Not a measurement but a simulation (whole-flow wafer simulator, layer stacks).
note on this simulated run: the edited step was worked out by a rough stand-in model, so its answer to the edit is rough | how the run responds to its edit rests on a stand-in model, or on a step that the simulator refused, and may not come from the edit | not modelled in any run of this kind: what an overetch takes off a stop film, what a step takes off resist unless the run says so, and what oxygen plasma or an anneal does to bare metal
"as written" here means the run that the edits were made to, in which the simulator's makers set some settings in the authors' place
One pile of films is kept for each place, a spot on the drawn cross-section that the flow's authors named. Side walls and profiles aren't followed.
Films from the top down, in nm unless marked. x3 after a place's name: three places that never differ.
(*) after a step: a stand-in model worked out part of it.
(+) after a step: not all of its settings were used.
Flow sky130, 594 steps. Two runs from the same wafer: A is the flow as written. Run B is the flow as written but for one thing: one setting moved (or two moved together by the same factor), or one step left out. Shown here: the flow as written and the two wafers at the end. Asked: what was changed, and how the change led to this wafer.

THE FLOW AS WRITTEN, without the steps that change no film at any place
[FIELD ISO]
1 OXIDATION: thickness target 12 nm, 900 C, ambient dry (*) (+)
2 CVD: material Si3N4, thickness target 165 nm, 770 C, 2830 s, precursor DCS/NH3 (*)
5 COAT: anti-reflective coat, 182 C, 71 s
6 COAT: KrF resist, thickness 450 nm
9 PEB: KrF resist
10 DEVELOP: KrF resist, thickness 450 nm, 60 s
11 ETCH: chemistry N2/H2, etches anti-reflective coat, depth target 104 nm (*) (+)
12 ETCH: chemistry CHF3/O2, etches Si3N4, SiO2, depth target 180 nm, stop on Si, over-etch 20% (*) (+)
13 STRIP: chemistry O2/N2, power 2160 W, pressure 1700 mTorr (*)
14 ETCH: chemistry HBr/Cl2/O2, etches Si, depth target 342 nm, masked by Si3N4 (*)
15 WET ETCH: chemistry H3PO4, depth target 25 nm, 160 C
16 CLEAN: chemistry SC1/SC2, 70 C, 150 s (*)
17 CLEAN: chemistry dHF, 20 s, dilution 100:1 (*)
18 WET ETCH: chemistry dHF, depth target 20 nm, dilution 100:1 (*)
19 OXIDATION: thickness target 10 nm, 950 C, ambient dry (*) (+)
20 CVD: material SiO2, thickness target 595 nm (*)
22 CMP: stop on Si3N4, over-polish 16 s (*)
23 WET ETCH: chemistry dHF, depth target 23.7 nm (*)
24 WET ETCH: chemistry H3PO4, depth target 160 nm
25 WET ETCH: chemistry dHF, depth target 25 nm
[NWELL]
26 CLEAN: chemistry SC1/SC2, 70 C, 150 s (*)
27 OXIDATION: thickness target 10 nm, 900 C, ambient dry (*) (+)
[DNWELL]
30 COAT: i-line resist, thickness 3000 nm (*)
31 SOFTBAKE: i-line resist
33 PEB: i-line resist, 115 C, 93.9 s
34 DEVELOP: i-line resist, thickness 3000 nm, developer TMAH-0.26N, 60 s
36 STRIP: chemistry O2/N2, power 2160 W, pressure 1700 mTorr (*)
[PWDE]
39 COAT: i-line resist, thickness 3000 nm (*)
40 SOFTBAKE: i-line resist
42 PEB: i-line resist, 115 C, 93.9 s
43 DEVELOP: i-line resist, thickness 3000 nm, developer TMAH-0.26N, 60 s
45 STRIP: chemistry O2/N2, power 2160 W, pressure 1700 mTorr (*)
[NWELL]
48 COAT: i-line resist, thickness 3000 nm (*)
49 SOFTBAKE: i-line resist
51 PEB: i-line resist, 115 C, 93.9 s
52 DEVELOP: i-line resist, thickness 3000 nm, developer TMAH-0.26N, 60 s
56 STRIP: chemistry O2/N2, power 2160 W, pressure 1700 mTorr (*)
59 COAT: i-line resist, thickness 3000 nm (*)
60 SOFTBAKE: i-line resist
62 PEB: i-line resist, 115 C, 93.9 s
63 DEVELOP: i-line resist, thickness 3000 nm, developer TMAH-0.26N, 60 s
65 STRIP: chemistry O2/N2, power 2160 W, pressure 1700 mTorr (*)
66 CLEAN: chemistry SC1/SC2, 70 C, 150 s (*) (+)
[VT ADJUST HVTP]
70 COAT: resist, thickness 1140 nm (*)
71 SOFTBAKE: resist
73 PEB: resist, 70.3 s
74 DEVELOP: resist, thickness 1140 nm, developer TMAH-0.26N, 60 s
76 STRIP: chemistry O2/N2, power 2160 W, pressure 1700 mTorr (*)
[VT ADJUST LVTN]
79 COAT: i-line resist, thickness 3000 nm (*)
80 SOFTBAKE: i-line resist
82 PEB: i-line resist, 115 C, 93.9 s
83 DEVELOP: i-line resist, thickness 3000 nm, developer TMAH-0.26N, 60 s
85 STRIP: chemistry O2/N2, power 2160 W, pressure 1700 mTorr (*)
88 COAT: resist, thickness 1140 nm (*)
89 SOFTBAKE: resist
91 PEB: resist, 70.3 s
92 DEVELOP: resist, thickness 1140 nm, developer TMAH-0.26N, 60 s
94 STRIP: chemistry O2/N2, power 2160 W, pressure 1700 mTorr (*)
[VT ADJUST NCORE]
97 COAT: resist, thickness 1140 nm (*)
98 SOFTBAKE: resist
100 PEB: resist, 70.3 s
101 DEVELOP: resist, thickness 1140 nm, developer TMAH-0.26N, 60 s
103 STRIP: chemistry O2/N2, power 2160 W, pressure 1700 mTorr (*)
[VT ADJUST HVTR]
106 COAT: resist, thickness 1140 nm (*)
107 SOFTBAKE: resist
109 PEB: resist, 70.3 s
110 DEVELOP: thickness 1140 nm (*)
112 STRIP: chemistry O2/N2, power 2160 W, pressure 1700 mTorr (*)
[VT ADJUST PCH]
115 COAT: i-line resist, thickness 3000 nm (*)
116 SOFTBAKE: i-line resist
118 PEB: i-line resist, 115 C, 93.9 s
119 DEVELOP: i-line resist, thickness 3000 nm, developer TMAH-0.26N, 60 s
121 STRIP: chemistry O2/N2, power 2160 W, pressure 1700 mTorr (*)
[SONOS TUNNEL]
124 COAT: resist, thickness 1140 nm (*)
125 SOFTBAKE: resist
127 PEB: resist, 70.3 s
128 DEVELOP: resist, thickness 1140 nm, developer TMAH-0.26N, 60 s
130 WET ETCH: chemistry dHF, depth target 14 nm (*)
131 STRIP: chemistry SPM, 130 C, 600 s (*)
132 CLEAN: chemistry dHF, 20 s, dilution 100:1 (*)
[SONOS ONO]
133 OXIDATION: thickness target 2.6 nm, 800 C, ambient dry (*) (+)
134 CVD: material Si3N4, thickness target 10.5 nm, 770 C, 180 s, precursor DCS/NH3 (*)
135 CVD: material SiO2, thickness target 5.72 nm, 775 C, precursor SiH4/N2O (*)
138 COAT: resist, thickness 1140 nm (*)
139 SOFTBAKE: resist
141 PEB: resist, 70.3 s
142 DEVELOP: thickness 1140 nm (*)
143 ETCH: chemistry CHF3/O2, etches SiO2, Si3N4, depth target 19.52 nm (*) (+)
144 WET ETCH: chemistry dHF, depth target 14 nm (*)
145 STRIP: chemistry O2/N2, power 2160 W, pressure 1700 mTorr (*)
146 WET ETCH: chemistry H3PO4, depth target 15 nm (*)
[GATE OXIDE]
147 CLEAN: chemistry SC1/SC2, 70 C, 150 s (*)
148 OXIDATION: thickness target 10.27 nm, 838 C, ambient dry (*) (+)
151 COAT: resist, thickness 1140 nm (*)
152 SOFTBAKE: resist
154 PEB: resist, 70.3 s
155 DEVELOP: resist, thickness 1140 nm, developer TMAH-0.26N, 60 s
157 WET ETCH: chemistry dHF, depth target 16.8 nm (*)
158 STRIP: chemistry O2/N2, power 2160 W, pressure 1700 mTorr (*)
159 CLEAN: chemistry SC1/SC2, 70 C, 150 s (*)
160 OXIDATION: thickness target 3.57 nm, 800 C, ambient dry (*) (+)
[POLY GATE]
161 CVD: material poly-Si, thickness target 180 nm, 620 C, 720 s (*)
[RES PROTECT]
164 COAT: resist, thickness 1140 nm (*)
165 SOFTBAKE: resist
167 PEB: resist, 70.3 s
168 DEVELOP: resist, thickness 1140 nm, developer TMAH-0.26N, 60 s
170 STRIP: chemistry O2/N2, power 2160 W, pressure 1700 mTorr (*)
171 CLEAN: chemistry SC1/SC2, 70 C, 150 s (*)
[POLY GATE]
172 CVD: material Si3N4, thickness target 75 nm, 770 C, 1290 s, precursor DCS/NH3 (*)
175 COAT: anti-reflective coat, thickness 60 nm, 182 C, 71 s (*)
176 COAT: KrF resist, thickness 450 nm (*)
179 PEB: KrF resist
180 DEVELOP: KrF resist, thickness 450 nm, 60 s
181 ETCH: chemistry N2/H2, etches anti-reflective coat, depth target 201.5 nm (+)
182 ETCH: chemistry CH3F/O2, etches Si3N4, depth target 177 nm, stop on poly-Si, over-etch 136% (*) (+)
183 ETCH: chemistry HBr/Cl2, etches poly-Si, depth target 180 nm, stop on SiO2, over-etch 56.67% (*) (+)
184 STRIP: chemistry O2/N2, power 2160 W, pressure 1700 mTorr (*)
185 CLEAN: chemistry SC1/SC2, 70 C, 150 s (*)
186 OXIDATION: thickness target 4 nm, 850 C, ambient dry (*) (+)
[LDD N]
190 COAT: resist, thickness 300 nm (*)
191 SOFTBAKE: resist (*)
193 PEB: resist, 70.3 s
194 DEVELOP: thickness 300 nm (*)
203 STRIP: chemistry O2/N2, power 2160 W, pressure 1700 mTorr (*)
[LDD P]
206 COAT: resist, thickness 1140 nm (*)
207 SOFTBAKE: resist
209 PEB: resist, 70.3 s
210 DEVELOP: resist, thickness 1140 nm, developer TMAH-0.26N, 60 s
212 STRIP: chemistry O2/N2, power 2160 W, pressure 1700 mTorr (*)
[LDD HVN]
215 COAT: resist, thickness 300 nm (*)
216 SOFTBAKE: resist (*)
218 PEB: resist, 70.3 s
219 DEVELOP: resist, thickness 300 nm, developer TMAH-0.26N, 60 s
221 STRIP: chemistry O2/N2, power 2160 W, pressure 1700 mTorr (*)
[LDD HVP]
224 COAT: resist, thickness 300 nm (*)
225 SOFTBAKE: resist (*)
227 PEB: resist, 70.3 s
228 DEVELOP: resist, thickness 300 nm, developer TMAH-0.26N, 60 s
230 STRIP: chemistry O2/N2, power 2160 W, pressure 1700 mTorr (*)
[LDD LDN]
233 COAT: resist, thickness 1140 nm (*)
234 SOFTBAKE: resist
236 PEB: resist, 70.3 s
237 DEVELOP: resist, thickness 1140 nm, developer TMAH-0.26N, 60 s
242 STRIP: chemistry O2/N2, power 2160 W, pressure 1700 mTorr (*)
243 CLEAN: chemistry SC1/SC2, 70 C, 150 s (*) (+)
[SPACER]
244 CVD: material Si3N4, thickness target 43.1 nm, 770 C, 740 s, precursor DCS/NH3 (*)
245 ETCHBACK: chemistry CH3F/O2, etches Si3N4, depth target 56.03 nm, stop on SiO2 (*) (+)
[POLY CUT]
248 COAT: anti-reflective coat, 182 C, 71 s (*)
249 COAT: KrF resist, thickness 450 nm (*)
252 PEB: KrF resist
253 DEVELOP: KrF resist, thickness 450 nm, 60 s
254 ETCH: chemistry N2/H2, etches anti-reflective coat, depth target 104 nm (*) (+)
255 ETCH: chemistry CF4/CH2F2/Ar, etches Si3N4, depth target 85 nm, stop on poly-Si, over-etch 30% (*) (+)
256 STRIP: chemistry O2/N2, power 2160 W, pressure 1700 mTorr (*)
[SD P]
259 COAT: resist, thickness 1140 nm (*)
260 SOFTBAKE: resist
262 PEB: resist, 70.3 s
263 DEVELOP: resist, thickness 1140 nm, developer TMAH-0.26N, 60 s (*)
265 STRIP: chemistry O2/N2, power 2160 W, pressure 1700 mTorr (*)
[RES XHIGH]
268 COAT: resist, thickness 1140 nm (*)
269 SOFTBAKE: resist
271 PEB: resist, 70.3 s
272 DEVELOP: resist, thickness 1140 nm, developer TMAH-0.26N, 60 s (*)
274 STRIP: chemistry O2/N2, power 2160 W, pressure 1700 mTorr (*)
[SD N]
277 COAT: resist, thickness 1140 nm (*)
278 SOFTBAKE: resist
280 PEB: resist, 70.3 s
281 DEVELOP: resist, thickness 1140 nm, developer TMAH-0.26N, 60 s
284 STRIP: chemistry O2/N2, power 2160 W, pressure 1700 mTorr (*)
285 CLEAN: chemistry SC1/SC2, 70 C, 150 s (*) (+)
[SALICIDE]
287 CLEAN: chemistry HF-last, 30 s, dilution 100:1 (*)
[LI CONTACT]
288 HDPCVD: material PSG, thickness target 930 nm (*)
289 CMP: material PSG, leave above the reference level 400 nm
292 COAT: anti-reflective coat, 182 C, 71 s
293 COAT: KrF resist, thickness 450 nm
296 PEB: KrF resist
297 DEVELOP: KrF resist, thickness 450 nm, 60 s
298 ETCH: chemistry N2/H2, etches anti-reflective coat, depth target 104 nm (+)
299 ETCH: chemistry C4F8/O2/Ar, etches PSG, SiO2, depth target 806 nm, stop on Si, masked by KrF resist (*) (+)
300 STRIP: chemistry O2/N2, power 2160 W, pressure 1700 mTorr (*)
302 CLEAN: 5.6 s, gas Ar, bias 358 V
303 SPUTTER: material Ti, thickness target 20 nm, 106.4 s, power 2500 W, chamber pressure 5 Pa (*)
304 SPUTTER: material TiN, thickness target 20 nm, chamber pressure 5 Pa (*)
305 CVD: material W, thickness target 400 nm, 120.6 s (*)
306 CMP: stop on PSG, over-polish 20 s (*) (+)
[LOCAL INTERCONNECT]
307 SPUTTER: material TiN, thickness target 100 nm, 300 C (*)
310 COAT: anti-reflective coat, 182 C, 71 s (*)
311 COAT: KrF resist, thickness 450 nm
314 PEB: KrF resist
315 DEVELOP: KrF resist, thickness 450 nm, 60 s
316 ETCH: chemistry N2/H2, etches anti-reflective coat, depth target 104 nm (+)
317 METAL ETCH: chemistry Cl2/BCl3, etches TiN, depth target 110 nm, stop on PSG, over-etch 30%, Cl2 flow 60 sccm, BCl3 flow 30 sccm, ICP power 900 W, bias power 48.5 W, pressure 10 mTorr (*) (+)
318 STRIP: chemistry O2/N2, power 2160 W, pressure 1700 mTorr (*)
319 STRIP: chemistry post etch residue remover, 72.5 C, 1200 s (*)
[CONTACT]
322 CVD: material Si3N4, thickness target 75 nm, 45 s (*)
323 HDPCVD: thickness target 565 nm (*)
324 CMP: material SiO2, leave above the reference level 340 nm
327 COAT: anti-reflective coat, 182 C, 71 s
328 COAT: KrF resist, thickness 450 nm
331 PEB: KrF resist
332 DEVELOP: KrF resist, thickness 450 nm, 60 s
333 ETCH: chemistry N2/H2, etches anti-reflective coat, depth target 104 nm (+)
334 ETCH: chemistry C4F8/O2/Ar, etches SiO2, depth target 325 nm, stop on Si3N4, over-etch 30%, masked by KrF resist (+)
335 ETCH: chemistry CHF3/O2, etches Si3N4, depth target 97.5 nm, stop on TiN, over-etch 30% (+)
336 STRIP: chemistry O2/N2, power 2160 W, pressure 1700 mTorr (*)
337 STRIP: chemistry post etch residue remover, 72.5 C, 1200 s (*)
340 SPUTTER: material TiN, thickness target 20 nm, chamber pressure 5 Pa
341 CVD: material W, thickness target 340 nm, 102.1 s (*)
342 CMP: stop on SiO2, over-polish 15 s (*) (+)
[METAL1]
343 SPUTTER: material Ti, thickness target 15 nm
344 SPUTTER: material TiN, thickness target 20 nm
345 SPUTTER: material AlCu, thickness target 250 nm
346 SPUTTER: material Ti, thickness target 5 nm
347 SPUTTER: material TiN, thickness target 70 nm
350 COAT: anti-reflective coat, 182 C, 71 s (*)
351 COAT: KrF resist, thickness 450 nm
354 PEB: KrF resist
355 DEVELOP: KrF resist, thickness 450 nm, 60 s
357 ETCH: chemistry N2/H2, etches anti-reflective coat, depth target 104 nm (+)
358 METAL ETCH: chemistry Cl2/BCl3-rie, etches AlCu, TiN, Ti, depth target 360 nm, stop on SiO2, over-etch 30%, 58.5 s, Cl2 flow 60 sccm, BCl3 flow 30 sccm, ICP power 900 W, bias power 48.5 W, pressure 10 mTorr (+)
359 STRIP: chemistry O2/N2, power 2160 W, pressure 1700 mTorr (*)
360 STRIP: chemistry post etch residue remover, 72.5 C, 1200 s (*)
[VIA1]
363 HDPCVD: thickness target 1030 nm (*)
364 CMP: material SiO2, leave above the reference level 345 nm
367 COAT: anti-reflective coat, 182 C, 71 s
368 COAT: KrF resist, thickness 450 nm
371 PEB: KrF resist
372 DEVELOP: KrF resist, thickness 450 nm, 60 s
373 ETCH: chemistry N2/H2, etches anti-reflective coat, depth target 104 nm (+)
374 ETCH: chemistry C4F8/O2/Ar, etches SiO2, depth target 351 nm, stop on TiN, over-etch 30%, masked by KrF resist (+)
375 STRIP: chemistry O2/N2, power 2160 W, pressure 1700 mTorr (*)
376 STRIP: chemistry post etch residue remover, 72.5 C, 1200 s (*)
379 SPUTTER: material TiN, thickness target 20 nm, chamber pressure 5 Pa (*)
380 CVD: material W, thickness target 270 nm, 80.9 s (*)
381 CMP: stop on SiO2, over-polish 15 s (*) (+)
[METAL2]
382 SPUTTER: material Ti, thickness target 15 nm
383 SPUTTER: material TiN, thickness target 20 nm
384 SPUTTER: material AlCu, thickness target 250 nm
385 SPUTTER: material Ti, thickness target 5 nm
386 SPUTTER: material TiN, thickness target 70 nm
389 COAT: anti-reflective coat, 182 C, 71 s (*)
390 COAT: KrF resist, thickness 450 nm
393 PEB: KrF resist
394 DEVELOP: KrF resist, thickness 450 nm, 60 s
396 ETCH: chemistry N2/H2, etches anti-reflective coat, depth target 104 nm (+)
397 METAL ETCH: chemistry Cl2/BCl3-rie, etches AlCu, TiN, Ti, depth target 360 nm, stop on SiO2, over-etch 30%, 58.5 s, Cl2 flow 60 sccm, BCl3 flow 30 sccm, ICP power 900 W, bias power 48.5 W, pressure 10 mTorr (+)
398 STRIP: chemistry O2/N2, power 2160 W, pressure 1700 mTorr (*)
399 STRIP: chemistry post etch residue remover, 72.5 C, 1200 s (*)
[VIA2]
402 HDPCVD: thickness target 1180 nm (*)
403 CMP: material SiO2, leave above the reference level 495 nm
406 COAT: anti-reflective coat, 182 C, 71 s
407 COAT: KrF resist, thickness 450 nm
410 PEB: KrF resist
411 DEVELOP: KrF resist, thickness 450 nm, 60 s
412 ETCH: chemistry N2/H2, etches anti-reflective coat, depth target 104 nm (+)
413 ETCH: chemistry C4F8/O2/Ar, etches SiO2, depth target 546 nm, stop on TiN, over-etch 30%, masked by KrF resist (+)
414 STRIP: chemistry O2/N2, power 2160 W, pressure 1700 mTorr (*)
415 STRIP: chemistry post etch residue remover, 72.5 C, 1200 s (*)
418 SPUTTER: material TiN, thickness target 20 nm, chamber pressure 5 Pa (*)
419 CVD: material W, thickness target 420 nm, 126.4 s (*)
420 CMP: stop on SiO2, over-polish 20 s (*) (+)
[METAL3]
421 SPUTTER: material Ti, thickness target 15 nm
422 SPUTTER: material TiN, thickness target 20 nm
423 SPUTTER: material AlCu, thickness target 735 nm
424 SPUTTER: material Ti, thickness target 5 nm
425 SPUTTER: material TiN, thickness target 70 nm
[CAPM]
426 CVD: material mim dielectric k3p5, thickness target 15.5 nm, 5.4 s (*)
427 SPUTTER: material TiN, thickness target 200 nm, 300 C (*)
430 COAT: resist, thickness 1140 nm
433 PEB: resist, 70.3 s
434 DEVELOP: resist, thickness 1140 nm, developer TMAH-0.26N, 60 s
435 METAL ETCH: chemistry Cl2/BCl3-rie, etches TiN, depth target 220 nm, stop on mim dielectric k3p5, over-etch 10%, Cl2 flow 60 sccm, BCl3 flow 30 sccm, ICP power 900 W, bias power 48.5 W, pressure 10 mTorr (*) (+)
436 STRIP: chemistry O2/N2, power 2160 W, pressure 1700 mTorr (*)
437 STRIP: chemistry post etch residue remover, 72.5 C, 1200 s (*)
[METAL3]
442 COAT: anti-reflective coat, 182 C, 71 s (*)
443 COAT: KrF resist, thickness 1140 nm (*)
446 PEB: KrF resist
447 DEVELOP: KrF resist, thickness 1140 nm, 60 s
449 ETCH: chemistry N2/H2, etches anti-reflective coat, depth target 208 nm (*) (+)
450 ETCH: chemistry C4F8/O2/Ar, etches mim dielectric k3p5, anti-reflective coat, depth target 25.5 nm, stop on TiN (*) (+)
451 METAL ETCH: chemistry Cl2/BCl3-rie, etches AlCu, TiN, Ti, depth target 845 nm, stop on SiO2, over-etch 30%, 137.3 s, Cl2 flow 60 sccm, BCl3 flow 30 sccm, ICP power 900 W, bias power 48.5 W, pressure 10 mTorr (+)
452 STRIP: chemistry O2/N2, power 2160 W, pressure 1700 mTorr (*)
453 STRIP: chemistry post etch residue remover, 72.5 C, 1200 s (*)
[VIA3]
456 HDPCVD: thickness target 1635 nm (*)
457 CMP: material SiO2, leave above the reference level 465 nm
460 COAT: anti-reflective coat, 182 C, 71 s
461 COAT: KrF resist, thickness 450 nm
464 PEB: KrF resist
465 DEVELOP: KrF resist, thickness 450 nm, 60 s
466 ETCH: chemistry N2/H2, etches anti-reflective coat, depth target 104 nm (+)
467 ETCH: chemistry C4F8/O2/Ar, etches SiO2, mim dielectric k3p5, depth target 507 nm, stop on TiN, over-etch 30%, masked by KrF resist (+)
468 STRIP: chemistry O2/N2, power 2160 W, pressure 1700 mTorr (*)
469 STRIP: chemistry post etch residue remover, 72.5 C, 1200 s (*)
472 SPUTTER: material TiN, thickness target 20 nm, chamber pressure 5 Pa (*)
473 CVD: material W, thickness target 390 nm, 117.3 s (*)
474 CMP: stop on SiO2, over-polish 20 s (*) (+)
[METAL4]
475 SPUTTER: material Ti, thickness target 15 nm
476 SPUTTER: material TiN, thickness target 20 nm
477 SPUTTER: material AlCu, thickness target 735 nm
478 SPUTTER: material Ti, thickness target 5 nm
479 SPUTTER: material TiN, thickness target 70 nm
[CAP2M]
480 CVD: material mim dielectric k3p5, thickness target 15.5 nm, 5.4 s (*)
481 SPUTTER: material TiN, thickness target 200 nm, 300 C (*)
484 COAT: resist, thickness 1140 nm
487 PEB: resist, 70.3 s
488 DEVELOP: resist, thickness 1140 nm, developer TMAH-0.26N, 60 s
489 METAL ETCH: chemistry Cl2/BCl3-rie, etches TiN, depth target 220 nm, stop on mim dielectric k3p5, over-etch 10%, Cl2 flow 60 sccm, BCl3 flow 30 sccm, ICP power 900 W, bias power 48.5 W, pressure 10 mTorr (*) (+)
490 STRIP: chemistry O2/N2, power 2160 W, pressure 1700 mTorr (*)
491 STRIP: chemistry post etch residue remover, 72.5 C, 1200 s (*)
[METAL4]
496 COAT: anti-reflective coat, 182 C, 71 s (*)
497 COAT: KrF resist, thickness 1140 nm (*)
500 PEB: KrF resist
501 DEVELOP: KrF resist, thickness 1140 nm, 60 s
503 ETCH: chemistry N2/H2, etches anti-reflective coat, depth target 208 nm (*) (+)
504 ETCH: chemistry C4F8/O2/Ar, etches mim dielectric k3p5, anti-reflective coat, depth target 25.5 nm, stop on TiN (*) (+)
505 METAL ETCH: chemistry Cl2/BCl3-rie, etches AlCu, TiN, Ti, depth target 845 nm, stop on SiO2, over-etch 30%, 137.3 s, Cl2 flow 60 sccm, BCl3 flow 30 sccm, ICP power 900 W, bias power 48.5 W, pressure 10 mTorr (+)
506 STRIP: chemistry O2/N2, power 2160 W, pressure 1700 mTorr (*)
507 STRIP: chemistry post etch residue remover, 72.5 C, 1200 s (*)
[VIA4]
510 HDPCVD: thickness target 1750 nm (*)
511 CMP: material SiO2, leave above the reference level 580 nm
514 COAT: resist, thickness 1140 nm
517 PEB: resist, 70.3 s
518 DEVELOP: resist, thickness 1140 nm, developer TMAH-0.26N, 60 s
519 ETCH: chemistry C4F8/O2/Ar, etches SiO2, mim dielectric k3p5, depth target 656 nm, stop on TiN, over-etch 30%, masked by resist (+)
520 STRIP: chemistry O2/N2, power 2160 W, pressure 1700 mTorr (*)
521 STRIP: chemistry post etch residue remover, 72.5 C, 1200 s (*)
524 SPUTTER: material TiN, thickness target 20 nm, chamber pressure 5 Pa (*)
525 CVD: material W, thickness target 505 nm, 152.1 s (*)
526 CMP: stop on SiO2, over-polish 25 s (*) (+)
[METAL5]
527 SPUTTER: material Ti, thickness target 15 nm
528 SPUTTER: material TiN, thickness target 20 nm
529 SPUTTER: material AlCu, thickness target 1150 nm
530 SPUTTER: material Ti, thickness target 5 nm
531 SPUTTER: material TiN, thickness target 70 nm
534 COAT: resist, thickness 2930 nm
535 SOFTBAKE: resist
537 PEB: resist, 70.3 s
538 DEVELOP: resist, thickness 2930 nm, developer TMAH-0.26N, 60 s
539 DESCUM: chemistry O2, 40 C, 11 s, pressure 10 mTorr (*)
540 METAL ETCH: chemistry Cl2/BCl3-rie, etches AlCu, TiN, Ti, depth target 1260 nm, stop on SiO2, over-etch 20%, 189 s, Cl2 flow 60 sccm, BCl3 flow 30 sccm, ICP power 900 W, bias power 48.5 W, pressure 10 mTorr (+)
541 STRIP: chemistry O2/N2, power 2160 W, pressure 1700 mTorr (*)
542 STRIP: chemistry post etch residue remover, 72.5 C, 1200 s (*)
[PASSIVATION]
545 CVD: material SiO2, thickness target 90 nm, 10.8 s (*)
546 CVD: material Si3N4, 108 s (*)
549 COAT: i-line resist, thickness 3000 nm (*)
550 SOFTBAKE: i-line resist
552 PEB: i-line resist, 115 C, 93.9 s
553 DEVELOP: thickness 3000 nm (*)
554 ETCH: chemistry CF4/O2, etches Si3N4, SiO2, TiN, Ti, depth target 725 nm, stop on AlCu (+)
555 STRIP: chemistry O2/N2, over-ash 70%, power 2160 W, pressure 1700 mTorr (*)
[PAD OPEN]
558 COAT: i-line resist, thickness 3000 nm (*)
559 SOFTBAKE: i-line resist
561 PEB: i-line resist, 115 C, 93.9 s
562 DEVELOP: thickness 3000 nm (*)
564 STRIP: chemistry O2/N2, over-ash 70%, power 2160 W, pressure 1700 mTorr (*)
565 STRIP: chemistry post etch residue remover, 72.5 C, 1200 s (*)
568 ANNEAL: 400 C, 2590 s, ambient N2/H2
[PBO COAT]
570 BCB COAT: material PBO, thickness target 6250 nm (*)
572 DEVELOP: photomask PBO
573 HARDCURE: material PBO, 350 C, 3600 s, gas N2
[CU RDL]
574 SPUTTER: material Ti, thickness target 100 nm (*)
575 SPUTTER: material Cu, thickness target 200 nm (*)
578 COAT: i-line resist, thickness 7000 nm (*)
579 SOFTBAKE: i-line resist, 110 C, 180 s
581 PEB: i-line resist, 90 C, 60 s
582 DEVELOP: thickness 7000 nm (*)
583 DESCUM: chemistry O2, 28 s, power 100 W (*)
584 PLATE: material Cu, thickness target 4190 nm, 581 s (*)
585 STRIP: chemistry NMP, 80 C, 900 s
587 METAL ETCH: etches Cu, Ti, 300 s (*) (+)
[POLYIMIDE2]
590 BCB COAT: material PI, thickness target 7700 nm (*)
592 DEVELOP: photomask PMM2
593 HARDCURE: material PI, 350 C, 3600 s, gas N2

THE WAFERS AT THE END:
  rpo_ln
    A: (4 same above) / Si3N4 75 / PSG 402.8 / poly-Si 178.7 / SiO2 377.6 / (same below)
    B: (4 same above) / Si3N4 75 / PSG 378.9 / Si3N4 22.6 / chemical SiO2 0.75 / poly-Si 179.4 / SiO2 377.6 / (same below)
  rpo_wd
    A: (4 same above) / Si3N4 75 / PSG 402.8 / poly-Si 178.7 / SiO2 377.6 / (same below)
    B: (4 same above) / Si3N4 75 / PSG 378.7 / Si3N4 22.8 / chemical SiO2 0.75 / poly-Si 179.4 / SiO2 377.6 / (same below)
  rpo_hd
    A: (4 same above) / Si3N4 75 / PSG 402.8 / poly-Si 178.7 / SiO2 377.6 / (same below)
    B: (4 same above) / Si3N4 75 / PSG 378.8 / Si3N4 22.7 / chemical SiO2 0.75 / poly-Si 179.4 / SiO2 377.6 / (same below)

The cause: step 255, ETCH: depth target 38.2 nm was run, where the flow has depth target 85 nm.

How the change led to this, step by step:
  255 ETCH: chemistry CF4/CH2F2/Ar, etches Si3N4, depth target 85 nm, stop on poly-Si, over-etch 30% (*) (+)
      rpo_wd, rxpo_wd: A Si3N4 -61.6 (all of it), chemical SiO2 -0.75 (all of it) | B Si3N4 -38.2
      poly_licon: A Si3N4 -61.9 (all of it), chemical SiO2 -0.76 (all of it) | B Si3N4 -38.2
      (and at 187 more places)
  256 STRIP: chemistry O2/N2, power 2160 W, pressure 1700 mTorr (*)
      poly_licon, rpo_ln, rpo_wd, rpo_hd, rpo_hd_licon, rxpo_ln, rxpo_wd: A chemical SiO2 +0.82 (new film), poly-Si -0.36 | B nothing
      dice_street, dep_dnw_sti, iso_dnw_wall, grade_field_poly, de16_nwb_sti: A KrF resist -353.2 (all of it), anti-reflective coat -80 (all of it) | B KrF resist -374.8 (all of it), anti-reflective coat -80 (all of it)
      (and at 178 more places)
  260 SOFTBAKE: resist
      mim: A resist +10.8 | B resist +12.3
      nw_fld: A resist +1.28 | B resist +1.79
      (and at 14 more places)
  269 SOFTBAKE: resist
      mim: A resist +10.8 | B resist +12.3
      nw_fld: A resist +1.28 | B resist +1.79
      (and at 14 more places)
  278 SOFTBAKE: resist
      mim: A resist +10.8 | B resist +12.3
      nw_fld__w1: A resist +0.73 | B resist +1.43
      (and at 14 more places)
  287 CLEAN: chemistry HF-last, 30 s, dilution 100:1 (*)
      rpo_ln, rpo_wd, rpo_hd, rpo_hd_licon, rxpo_ln, rxpo_wd: A chemical SiO2 -0.77 (all of it) | B Si3N4 -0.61
      poly_licon: A chemical SiO2 -0.76 (all of it) | B Si3N4 -0.61
  289 CMP: material PSG, leave above the reference level 400 nm
      rpo_wd, rpo_hd, rxpo_wd: A PSG -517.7 | B PSG -541.8
      poly_licon, rpo_hd_licon: A PSG -517.7 | B PSG -542.1
      (and at 2 more places)
  299 ETCH: chemistry C4F8/O2/Ar, etches PSG, SiO2, depth target 806 nm, stop on Si, masked by KrF resist (*) (+)
      poly_licon: A PSG -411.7 (all of it) | B PSG -387.3 (all of it), Si3N4 -23 (all of it), chemical SiO2 -0.76 (all of it)
      rpo_hd_licon: A PSG -411.7 (all of it) | B PSG -387.3 (all of it), Si3N4 -23 (all of it), chemical SiO2 -0.75 (all of it)
  306 CMP: stop on PSG, over-polish 20 s (*) (+)
      poly_licon: A W -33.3 | B W -34
